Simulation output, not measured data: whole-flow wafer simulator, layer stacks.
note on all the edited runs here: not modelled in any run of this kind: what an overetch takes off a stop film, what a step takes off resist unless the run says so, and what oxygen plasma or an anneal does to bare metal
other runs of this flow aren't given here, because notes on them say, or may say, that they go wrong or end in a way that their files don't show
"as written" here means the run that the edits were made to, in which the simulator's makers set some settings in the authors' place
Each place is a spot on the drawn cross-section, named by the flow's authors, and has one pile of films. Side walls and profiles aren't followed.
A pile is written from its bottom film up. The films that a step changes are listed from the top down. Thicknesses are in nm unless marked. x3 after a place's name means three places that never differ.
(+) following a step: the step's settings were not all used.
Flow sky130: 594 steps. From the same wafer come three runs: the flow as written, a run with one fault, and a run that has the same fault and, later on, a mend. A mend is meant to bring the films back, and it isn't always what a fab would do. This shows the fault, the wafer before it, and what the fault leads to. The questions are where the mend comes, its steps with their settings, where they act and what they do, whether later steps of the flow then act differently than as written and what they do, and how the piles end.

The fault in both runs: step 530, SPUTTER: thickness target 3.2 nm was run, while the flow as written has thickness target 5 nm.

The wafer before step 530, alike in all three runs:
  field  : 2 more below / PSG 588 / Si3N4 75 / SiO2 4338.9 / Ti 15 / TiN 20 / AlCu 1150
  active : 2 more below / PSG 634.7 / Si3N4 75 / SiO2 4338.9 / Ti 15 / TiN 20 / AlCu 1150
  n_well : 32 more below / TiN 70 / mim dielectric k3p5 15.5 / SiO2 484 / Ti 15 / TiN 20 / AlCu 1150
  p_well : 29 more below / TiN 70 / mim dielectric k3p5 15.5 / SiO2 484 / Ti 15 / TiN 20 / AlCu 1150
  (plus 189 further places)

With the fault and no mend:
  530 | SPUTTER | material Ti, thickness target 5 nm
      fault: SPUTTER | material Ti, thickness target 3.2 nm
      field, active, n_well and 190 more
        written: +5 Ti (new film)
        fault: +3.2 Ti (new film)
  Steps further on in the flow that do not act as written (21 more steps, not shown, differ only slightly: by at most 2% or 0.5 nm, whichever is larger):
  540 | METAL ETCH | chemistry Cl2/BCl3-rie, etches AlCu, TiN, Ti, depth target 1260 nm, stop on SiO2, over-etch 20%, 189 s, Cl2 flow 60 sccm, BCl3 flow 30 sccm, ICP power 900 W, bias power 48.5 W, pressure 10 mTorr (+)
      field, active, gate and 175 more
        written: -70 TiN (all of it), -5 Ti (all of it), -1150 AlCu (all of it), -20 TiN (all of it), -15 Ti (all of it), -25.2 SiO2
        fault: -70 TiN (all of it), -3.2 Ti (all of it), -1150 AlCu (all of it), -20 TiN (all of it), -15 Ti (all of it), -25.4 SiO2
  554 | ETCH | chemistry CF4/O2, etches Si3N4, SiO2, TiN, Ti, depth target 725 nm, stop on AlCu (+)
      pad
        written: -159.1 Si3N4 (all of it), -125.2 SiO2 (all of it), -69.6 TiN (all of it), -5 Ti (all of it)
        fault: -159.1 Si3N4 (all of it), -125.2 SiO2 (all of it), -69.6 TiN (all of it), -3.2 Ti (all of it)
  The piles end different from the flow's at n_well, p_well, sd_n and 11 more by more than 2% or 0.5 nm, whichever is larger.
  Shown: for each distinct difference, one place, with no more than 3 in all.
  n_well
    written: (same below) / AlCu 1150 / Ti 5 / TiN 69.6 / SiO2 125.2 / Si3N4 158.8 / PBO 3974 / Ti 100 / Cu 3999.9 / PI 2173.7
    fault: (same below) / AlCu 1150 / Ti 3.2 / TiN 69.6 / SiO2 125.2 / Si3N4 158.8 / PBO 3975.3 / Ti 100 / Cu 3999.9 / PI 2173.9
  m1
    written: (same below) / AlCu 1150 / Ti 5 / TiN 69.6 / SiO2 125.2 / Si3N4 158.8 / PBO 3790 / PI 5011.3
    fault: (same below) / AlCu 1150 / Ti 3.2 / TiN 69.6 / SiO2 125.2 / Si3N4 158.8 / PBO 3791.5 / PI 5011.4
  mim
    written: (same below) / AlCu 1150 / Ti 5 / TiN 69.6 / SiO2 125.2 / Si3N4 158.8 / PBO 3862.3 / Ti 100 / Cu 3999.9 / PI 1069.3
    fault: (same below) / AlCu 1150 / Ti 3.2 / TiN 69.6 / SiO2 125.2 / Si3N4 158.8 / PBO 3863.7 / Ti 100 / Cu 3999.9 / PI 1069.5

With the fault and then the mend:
  The mend stands after step 530.
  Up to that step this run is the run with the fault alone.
  530a | SPUTTER | material Ti, thickness target 1.8 nm (a further turn of the flow's step 530, with different settings)
      field, active, n_well and 190 more
        +1.8 Ti
  Later steps of the flow that are run all act as written at every place that is followed.
  At every place that both follow, the piles at the end match the flow's.
